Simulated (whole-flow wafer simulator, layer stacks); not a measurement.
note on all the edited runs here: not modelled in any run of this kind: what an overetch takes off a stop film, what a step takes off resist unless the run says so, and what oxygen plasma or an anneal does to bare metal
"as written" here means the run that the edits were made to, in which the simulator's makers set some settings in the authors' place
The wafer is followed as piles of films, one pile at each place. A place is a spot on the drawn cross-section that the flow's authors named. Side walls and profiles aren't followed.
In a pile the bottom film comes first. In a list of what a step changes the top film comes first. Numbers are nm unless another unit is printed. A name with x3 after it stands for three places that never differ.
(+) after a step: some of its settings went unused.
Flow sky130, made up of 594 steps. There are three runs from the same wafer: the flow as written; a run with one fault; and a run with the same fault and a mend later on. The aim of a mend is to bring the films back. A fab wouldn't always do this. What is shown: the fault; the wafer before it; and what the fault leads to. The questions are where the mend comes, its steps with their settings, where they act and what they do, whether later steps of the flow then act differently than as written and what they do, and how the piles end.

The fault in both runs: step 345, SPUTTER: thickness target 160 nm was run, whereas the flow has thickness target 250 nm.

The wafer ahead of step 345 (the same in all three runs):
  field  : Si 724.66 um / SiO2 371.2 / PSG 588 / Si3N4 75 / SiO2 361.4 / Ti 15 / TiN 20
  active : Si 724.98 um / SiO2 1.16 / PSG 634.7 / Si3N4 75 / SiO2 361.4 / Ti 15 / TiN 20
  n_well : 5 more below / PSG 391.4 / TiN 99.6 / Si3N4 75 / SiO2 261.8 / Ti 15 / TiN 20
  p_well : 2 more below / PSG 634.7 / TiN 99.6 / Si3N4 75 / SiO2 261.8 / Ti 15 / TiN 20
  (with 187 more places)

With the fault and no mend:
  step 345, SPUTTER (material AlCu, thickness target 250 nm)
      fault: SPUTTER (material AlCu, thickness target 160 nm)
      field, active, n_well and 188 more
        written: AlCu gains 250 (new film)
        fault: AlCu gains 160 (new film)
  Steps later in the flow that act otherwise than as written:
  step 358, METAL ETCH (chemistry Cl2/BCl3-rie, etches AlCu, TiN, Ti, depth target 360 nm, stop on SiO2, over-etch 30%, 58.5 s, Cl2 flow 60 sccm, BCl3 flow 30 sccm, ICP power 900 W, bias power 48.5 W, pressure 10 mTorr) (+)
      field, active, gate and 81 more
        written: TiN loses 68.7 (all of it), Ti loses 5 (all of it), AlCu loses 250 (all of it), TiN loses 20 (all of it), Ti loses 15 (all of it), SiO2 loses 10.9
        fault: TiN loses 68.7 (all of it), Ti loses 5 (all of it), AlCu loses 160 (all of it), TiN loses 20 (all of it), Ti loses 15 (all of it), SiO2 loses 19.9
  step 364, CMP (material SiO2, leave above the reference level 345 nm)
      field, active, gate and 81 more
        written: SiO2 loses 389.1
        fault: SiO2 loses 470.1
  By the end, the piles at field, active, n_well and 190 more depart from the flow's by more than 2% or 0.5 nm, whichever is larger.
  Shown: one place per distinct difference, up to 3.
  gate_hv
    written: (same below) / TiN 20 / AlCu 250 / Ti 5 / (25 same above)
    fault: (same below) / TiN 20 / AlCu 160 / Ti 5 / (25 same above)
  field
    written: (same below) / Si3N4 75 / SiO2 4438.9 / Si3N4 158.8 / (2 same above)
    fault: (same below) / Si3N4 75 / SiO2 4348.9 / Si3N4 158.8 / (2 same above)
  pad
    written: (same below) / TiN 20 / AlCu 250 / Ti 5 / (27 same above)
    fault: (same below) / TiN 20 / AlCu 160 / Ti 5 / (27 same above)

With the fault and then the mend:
  The mend stands after step 345.
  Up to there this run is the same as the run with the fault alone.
  step 345a, SPUTTER (material AlCu, thickness target 90 nm) (the flow's step 345, run once more with other settings)
      field, active, n_well and 188 more
        AlCu gains 90
  Later steps of the flow that are run all act as written at every place that is followed.
  The piles end the same as the flow's at every place that both follow.
